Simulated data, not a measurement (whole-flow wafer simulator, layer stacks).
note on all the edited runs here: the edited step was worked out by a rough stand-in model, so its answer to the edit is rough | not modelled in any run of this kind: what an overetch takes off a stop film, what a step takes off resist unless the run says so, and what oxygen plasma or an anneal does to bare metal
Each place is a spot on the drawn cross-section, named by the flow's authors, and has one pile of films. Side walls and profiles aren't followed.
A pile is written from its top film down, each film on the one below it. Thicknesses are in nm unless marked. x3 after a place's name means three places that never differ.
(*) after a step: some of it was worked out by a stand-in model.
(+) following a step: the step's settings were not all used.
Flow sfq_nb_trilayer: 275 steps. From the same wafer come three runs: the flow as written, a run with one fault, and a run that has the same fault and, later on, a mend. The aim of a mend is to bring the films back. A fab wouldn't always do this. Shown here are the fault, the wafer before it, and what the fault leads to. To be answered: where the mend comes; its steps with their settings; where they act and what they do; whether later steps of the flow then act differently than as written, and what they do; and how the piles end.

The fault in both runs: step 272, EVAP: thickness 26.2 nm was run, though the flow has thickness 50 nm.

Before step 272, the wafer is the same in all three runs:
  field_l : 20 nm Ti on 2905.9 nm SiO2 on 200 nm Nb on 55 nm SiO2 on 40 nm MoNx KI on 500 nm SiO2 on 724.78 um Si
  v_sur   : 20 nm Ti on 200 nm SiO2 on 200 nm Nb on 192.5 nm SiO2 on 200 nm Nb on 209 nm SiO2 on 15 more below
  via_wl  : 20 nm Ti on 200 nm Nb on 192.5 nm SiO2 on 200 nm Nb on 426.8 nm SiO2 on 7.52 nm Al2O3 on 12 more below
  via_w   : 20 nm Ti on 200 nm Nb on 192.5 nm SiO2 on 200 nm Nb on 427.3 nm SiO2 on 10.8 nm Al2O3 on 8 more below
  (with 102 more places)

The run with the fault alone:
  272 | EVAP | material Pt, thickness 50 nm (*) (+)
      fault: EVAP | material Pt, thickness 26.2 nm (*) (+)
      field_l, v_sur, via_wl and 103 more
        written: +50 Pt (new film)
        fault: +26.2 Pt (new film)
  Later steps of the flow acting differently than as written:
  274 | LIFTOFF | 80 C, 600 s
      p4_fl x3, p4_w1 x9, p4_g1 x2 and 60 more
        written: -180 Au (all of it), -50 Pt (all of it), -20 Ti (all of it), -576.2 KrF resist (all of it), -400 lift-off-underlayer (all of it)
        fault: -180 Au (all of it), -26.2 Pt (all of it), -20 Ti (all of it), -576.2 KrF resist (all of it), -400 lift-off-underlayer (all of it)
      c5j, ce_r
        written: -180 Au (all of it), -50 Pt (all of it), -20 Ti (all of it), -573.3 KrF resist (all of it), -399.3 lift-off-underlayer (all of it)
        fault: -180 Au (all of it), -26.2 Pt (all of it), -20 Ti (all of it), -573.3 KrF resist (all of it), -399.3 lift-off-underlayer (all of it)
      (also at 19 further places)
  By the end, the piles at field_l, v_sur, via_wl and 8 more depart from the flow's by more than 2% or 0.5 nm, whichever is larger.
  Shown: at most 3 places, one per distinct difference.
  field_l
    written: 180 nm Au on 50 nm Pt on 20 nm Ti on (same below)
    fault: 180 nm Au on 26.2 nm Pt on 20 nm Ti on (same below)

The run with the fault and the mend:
  The mend stands after step 272.
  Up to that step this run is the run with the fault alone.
  272a | EVAP | material Pt, thickness 23.8 nm (*) (+) (the flow's step 272 again, with other settings)
      field_l, v_sur, via_wl and 103 more
        +23.8 Pt
  None of the later steps of the flow acts differently than as written at any place that is followed.
  The piles end the same as the flow's at every place that both follow.
